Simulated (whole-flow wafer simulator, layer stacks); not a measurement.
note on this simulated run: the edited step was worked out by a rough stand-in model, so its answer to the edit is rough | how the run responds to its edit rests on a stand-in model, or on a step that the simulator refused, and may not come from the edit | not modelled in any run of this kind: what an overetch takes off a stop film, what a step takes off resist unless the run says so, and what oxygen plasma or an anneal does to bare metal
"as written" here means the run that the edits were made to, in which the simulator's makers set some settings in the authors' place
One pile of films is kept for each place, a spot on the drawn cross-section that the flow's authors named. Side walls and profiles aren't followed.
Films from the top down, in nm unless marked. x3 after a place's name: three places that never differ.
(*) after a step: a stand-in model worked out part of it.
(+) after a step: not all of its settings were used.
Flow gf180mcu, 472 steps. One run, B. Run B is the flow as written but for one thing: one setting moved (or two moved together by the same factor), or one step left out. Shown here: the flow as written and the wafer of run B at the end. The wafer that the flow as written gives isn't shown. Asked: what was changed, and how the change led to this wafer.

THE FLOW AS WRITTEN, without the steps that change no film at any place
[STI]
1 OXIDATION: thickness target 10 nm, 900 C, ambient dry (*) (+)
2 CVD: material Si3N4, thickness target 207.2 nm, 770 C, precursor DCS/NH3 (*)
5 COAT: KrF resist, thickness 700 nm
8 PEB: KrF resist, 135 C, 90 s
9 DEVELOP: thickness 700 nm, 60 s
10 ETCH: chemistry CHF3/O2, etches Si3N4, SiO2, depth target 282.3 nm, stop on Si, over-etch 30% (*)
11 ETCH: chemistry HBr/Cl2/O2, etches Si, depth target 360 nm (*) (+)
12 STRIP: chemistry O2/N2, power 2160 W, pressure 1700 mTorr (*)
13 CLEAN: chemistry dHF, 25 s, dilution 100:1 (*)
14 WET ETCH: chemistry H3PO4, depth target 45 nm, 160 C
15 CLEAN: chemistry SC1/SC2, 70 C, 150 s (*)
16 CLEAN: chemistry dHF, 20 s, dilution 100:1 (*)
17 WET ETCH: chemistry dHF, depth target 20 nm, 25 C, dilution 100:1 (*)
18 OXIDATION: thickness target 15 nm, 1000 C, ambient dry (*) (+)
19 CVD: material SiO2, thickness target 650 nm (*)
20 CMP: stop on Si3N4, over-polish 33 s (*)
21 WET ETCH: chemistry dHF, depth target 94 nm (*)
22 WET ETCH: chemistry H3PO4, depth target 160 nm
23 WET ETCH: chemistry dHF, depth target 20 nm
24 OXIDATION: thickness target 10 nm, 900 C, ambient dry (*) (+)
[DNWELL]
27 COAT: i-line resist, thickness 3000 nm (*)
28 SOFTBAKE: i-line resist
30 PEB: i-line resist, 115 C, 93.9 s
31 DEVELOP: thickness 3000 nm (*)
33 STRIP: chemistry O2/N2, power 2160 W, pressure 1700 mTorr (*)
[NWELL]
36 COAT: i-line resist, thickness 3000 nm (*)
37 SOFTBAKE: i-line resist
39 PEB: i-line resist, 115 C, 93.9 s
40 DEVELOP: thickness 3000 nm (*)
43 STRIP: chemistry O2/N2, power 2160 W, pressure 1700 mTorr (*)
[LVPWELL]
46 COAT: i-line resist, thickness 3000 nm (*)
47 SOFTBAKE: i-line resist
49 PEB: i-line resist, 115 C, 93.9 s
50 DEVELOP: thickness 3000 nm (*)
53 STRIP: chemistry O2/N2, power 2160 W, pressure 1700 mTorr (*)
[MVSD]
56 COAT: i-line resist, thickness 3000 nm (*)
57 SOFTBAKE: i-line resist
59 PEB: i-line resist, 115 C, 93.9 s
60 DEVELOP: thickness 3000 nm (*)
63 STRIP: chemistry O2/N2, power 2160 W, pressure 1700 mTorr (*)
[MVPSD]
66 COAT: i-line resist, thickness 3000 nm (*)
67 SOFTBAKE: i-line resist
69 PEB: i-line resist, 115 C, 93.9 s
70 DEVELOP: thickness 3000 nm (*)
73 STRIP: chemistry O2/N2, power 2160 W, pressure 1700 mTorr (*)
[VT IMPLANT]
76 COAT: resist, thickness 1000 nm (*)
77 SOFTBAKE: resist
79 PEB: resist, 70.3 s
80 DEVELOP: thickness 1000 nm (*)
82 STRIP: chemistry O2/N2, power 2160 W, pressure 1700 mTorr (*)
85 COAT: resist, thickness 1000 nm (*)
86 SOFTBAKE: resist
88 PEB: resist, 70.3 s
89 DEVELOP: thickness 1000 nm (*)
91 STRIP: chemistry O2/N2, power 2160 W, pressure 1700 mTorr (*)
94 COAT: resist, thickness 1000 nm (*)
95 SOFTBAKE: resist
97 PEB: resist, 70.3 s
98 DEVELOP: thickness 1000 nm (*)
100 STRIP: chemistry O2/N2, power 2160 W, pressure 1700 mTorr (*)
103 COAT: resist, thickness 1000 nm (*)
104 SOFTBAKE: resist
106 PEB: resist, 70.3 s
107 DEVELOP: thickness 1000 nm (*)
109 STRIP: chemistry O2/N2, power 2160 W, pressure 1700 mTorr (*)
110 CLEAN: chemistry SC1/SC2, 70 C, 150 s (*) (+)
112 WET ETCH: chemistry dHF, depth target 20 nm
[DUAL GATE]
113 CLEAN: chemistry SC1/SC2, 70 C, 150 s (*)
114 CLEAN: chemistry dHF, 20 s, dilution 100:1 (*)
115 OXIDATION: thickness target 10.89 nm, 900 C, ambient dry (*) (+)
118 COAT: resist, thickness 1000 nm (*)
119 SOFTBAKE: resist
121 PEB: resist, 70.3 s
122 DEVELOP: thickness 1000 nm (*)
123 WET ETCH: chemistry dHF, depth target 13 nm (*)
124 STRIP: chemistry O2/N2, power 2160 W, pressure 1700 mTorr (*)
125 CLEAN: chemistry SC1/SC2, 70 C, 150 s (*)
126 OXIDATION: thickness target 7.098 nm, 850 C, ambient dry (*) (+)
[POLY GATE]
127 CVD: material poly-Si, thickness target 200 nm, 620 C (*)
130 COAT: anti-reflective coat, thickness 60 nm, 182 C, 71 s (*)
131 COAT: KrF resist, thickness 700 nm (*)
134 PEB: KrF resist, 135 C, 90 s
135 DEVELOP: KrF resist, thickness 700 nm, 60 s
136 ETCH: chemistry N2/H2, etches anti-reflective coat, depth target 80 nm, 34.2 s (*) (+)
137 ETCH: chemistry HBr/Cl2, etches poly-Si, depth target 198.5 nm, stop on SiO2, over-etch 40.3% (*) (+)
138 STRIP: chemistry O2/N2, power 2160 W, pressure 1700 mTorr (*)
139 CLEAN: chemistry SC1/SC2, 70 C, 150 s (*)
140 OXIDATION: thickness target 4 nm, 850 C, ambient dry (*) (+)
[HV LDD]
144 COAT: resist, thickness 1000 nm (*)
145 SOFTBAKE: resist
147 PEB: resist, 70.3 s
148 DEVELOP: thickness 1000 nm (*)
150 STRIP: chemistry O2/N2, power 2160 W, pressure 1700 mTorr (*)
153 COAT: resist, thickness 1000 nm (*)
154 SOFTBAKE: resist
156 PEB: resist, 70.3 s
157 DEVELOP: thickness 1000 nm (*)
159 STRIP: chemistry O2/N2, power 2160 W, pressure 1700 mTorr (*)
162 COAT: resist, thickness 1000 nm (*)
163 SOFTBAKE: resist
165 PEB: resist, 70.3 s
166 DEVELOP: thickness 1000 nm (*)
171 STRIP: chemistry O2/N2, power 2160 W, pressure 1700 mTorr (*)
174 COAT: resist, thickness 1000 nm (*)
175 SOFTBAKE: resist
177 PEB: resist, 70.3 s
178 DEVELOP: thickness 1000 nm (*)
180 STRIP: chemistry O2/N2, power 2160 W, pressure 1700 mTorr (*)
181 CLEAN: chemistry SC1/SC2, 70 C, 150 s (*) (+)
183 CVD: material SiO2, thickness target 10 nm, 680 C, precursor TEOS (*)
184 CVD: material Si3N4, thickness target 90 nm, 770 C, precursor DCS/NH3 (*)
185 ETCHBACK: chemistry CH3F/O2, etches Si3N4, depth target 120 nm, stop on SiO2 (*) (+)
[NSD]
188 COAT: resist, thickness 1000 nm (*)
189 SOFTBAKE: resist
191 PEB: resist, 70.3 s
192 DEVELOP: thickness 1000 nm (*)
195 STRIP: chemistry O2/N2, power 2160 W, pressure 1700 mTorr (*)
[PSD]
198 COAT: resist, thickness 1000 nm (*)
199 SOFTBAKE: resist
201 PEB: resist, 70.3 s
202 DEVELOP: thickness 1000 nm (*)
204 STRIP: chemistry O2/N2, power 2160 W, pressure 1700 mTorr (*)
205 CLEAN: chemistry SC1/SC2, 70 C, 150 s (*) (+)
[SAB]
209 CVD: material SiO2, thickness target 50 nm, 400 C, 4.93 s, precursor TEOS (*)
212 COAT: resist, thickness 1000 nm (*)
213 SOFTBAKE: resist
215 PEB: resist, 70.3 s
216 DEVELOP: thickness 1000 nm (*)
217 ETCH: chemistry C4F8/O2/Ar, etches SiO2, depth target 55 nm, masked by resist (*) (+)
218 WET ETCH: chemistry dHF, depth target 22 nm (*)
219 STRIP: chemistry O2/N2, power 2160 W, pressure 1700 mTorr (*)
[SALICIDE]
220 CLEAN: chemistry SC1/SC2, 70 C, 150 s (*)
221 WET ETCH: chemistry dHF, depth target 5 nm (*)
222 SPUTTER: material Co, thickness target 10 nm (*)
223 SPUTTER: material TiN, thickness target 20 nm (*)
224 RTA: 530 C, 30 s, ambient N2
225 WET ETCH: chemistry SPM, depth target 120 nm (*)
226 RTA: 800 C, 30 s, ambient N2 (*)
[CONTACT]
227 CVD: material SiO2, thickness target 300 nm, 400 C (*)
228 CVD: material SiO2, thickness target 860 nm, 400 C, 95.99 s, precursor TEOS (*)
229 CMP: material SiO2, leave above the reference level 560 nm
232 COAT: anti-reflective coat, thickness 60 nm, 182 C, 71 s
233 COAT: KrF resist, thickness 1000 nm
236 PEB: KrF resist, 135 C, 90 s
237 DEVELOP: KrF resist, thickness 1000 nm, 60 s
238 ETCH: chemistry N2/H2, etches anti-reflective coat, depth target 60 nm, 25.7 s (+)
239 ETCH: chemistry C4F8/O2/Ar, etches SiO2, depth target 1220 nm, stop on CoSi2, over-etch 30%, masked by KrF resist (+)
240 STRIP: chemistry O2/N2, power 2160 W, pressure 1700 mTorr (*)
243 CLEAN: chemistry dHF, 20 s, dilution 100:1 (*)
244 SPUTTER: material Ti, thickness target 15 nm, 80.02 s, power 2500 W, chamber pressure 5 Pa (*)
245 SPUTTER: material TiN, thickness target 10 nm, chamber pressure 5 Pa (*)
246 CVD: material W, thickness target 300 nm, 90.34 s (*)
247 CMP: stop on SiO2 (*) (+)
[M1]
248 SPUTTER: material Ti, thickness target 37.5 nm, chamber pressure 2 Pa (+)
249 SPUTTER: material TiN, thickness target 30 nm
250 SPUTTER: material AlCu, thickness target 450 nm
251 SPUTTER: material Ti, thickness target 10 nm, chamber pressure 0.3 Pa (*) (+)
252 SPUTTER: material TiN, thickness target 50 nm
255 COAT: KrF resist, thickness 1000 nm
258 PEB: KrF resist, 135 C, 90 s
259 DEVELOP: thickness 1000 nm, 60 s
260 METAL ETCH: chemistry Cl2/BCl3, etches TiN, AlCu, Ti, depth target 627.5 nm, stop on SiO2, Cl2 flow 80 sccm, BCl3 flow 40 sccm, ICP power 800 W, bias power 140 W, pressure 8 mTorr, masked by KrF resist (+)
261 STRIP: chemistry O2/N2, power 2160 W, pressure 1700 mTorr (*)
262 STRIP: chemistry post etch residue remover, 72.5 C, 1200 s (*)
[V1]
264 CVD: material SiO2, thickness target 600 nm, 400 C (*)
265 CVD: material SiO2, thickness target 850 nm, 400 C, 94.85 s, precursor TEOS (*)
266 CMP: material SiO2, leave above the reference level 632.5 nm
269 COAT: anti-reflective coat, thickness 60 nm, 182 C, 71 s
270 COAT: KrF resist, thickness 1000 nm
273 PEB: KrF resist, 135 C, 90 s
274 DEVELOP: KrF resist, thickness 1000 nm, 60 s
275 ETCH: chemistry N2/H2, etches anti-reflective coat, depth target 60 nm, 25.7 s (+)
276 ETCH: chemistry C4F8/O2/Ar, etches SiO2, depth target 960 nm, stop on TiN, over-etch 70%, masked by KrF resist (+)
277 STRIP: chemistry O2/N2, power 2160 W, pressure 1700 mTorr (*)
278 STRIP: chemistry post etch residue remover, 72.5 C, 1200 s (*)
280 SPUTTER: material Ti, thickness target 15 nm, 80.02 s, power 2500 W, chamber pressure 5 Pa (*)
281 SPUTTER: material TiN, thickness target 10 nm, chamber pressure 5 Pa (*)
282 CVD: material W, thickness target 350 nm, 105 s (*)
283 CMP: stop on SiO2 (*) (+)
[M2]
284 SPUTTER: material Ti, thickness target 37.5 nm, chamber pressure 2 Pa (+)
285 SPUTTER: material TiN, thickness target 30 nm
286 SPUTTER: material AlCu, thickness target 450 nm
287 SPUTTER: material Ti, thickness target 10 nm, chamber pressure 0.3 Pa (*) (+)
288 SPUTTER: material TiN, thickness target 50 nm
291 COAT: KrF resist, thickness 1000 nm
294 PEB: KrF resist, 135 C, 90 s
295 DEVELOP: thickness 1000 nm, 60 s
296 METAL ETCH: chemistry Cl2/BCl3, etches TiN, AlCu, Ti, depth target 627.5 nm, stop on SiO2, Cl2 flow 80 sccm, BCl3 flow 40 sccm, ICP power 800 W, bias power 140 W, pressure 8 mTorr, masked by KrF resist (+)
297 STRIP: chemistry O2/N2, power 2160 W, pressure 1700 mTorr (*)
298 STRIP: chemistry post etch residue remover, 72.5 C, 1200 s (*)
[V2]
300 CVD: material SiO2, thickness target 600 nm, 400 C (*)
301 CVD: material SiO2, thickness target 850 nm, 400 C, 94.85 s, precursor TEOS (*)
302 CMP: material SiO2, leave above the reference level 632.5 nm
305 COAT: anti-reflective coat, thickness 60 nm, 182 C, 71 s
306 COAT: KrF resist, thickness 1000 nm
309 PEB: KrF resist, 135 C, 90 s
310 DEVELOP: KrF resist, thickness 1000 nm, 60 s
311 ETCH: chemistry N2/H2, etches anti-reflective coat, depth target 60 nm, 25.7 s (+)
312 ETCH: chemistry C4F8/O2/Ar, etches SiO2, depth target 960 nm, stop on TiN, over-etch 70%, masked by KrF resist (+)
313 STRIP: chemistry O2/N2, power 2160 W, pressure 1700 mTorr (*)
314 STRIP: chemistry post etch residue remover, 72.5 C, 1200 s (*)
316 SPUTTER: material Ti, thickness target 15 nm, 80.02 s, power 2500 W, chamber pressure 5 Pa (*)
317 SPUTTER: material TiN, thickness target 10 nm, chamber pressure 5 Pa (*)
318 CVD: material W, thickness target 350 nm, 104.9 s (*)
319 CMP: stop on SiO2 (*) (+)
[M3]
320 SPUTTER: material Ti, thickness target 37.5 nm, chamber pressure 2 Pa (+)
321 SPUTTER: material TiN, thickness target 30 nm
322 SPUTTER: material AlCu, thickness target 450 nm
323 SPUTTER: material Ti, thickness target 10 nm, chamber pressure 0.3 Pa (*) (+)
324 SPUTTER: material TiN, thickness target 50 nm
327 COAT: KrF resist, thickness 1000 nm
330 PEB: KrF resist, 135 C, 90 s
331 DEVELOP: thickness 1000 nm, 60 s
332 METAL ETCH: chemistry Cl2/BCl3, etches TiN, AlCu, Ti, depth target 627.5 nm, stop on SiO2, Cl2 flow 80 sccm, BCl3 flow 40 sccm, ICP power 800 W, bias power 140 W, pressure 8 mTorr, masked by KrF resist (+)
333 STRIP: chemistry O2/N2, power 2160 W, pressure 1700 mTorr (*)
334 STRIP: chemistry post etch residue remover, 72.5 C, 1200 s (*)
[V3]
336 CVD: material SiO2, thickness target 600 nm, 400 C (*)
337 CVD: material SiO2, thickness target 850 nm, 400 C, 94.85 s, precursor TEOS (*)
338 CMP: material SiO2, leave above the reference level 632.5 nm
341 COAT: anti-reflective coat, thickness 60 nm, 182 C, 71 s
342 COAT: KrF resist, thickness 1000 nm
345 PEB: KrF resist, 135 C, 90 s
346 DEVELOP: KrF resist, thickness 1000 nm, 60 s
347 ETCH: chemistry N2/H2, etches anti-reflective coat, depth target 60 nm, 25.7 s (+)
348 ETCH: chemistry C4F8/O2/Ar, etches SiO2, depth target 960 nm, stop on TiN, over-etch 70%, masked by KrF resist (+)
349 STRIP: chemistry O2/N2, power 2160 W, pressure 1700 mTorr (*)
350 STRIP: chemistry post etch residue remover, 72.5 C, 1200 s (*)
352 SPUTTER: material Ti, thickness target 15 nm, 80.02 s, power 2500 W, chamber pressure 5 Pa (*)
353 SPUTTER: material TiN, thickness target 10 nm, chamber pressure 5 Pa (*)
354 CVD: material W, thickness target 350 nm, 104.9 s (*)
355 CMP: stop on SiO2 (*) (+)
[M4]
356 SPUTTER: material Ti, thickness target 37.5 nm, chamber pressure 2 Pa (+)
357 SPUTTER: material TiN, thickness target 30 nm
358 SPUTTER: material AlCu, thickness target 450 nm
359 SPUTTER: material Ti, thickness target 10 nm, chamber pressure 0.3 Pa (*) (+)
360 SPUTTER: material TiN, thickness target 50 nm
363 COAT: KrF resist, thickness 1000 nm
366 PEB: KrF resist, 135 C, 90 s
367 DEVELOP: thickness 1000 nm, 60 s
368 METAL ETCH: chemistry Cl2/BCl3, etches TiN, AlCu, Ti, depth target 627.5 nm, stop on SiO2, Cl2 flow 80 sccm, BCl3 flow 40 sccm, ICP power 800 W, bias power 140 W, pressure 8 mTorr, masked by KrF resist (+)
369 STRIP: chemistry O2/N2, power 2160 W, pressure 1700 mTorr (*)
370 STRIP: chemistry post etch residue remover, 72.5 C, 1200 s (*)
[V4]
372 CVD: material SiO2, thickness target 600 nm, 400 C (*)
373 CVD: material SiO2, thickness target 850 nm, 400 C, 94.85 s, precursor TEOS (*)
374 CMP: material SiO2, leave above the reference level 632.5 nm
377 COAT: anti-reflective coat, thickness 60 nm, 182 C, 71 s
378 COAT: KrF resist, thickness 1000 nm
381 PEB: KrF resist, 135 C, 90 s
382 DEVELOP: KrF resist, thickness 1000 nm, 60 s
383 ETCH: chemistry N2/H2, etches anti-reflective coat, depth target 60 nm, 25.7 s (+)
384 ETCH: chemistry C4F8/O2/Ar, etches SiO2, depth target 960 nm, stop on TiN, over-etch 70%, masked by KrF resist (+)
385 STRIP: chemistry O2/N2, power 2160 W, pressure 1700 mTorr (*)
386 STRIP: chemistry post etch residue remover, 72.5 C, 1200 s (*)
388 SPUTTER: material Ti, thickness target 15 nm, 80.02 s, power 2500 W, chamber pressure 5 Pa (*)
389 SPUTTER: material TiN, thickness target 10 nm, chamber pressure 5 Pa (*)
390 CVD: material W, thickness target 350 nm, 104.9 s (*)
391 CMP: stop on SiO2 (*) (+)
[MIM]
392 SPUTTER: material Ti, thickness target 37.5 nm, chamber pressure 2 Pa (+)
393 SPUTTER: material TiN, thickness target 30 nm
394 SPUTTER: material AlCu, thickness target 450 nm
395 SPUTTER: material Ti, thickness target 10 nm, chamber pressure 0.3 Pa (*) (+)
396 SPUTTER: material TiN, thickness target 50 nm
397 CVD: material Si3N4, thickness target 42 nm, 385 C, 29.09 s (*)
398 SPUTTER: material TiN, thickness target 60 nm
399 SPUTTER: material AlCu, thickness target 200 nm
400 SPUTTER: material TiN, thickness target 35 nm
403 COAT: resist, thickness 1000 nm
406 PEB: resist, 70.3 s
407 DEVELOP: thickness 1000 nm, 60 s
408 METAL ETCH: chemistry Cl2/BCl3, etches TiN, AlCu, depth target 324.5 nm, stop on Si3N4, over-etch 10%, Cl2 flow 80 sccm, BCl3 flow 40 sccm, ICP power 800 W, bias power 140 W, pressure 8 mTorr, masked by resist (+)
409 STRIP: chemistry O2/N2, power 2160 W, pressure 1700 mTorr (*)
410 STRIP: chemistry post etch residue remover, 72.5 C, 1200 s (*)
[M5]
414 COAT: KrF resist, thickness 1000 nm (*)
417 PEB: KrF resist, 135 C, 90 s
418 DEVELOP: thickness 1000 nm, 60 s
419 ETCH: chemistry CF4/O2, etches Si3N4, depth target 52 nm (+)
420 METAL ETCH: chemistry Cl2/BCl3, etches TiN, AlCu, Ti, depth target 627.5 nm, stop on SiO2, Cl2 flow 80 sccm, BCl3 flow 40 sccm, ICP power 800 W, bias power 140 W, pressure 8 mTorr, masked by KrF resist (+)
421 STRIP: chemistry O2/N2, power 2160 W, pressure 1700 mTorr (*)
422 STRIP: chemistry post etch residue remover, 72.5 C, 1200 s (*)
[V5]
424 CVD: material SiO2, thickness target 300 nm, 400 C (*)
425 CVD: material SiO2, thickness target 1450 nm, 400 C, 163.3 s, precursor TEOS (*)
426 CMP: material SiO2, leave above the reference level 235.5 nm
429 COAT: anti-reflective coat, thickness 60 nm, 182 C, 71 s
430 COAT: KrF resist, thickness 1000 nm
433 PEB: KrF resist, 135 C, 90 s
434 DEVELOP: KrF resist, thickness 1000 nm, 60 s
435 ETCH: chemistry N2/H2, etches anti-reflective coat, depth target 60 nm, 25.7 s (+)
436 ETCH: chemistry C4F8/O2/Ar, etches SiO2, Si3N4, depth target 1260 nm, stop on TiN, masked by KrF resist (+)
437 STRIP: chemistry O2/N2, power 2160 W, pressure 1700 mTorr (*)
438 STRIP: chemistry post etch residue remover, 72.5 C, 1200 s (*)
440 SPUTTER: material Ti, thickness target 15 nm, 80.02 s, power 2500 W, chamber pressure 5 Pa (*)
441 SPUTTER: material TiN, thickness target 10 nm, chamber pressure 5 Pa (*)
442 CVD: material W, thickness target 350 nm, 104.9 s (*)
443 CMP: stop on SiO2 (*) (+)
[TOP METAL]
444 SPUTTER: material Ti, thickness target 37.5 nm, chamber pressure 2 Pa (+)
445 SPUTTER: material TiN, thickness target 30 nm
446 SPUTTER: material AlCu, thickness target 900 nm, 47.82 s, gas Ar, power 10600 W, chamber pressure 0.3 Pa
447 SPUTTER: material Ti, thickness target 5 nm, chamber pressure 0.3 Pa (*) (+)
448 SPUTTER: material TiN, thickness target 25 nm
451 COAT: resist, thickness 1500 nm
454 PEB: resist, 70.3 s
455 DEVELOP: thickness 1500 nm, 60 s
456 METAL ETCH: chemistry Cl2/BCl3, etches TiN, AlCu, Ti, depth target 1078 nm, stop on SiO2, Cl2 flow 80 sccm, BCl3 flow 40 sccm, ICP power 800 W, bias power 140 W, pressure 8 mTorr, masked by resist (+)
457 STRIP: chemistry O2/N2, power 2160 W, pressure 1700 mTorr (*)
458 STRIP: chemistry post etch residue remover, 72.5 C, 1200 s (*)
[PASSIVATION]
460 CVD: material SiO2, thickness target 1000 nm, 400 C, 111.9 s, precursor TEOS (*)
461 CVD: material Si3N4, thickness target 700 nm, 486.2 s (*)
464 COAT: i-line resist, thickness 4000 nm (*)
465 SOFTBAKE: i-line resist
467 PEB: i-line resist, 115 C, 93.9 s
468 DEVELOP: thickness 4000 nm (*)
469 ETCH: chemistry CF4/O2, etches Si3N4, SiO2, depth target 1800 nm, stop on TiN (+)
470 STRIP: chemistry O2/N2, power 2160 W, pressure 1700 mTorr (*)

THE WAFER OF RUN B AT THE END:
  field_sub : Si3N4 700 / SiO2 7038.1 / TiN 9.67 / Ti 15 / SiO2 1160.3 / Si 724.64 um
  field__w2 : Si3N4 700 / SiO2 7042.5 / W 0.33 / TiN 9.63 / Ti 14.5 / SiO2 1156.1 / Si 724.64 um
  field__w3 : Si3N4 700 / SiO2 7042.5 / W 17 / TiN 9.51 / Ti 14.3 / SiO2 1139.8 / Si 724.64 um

The cause: step 228, CVD: thickness target 538 nm was run, where the flow has thickness target 860 nm; step 228, CVD: 59.99 s was run, where the flow has 95.99 s.

How the change led to this, step by step:
  228 CVD: material SiO2, thickness target 860 nm, 400 C, 95.99 s, precursor TEOS (*)
      field, field__w7, field__w8 and 70 more: SiO2 +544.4 (as written it would be: SiO2 +860)
      field__w3, field__w12: SiO2 +514.5 (as written it would be: SiO2 +807.3)
      (and at 36 more places)
  229 CMP: material SiO2, leave above the reference level 560 nm
      ldn_sep__w1, ldn_sep__w2, ldn_dft and 8 more: nothing (as written it would be: SiO2 -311)
      active, p_well, sd_n, iso_ptap_pw, iso_ntap_nw, iso_ptap_sub, vpnp_e: nothing (as written it would be: SiO2 -299.9)
      (and at 93 more places)
  232 COAT: anti-reflective coat, thickness 60 nm, 182 C, 71 s
      sti, mim_1p0, pad, dice_street: anti-reflective coat +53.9 (new film) (as written it would be: anti-reflective coat +60 (new film))
      iso_nw_fld, nw_enc_fld__w1, ldn_sep__w2, ldp_sep__w1: anti-reflective coat +58.7 (new film) (as written it would be: anti-reflective coat +60 (new film))
      (and at 87 more places)
  238 ETCH: chemistry N2/H2, etches anti-reflective coat, depth target 60 nm, 25.7 s (+)
      contact: anti-reflective coat -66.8 (all of it), SiO2 -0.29 (as written it would be: anti-reflective coat -60 (all of it), SiO2 -0.46)
      polyc_n: anti-reflective coat -42.3 (all of it), SiO2 -0.91 (as written it would be: anti-reflective coat -60 (all of it), SiO2 -0.46)
      (and at 1 more place)
  239 ETCH: chemistry C4F8/O2/Ar, etches SiO2, depth target 1220 nm, stop on CoSi2, over-etch 30%, masked by KrF resist (+)
      field, field__w1, field__w2 and 105 more: KrF resist -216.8 (as written it would be: KrF resist -223.5)
      contact: SiO2 -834 (all of it) (as written it would be: SiO2 -859.5 (all of it))
  240 STRIP: chemistry O2/N2, power 2160 W, pressure 1700 mTorr (*)
      sti, mim_1p0, pad, dice_street: KrF resist -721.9 (all of it), anti-reflective coat -53.9 (all of it) (as written it would be: KrF resist -707.7 (all of it), anti-reflective coat -60 (all of it))
      p_well, sd_n: KrF resist -721.9 (all of it), anti-reflective coat -50.8 (all of it) (as written it would be: KrF resist -707.7 (all of it), anti-reflective coat -60 (all of it))
      (and at 87 more places)
  244 SPUTTER: material Ti, thickness target 15 nm, 80.02 s, power 2500 W, chamber pressure 5 Pa (*)
      field__w3: Ti +14.3 (new film) (as written it would be: Ti +15 (new film))
      ld_drift_p: Ti +14.2 (new film) (as written it would be: Ti +15 (new film))
  245 SPUTTER: material TiN, thickness target 10 nm, chamber pressure 5 Pa (*)
      ld_drift_p: TiN +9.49 (new film) (as written it would be: TiN +10 (new film))
  246 CVD: material W, thickness target 300 nm, 90.34 s (*)
      contact: W +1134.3 (new film) (as written it would be: W +1167.5 (new film))
  247 CMP: stop on SiO2 (*) (+)
      active, p_well, sd_n, iso_ptap_pw, iso_ntap_nw, iso_ptap_sub, vpnp_e: W -300 (all of it), TiN -10 (all of it), Ti -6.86 (as written it would be: W -300 (all of it), TiN -10 (all of it), Ti -15 (all of it), SiO2 -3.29)
      ldn_tap, ldn_src, ldn_drn, ldp_tap, ldp_src, ldp_drn, ldp_gr: W -300 (all of it), TiN -10 (all of it), Ti -8.74 (as written it would be: W -300 (all of it), TiN -10 (all of it), Ti -15 (all of it), SiO2 -3.29)
      (and at 79 more places)
  248 SPUTTER: material Ti, thickness target 37.5 nm, chamber pressure 2 Pa (+)
      active, p_well, sti and 24 more: Ti +37.5 (as written it would be: Ti +37.5 (new film))
  260 METAL ETCH: chemistry Cl2/BCl3, etches TiN, AlCu, Ti, depth target 627.5 nm, stop on SiO2, Cl2 flow 80 sccm, BCl3 flow 40 sccm, ICP power 800 W, bias power 140 W, pressure 8 mTorr, masked by KrF resist (+)
      field__w2, field__w3, field__w12 and 7 more: TiN -50 (all of it), Ti -10 (all of it), AlCu -450 (all of it), TiN -30 (all of it), Ti -37.5 (all of it), W -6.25 (as written it would be: TiN -50 (all of it), Ti -10 (all of it), AlCu -450 (all of it), TiN -30 (all of it), Ti -37.5 (all of it))
      field: TiN -50 (all of it), Ti -10 (all of it), AlCu -450 (all of it), TiN -30 (all of it), Ti -37.5 (all of it), TiN -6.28 (all of it), Ti -15 (all of it) (as written it would be: TiN -50 (all of it), Ti -10 (all of it), AlCu -450 (all of it), TiN -30 (all of it), Ti -37.5 (all of it))
      (and at 41 more places)
  262 STRIP: chemistry post etch residue remover, 72.5 C, 1200 s (*)
      field__w2, field__w3, field__w12, mim, ld_drift_p, ld_drn_p: W -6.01 (as written it would be: nothing)
      field_sub, field_sub__w2: W -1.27 (all of it), TiN -0.33 (as written it would be: nothing)
      (and at 1 more place)
  264 CVD: material SiO2, thickness target 600 nm, 400 C (*)
      field__w2, field__w3, field__w12 and 8 more: SiO2 +600 (new film) (as written it would be: SiO2 +600)
  266 CMP: material SiO2, leave above the reference level 632.5 nm
      active, p_well, sd_n, iso_ptap_pw, iso_ntap_nw, iso_ptap_sub, vpnp_e: SiO2 -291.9 (as written it would be: SiO2 -300)
      ldn_tap, ldn_src, ldn_drn, ldp_tap, ldp_src, ldp_drn, ldp_gr: SiO2 -293.7 (as written it would be: SiO2 -300)
      (and at 38 more places)
Counting metal films that touch as one body, field_sub has 1 body; the flow as written gives 0 bodies.
Counting metal films that touch as one body, field__w2 has 1 body; the flow as written gives 0 bodies.
Counting metal films that touch as one body, field__w3 has 1 body; the flow as written gives 0 bodies.
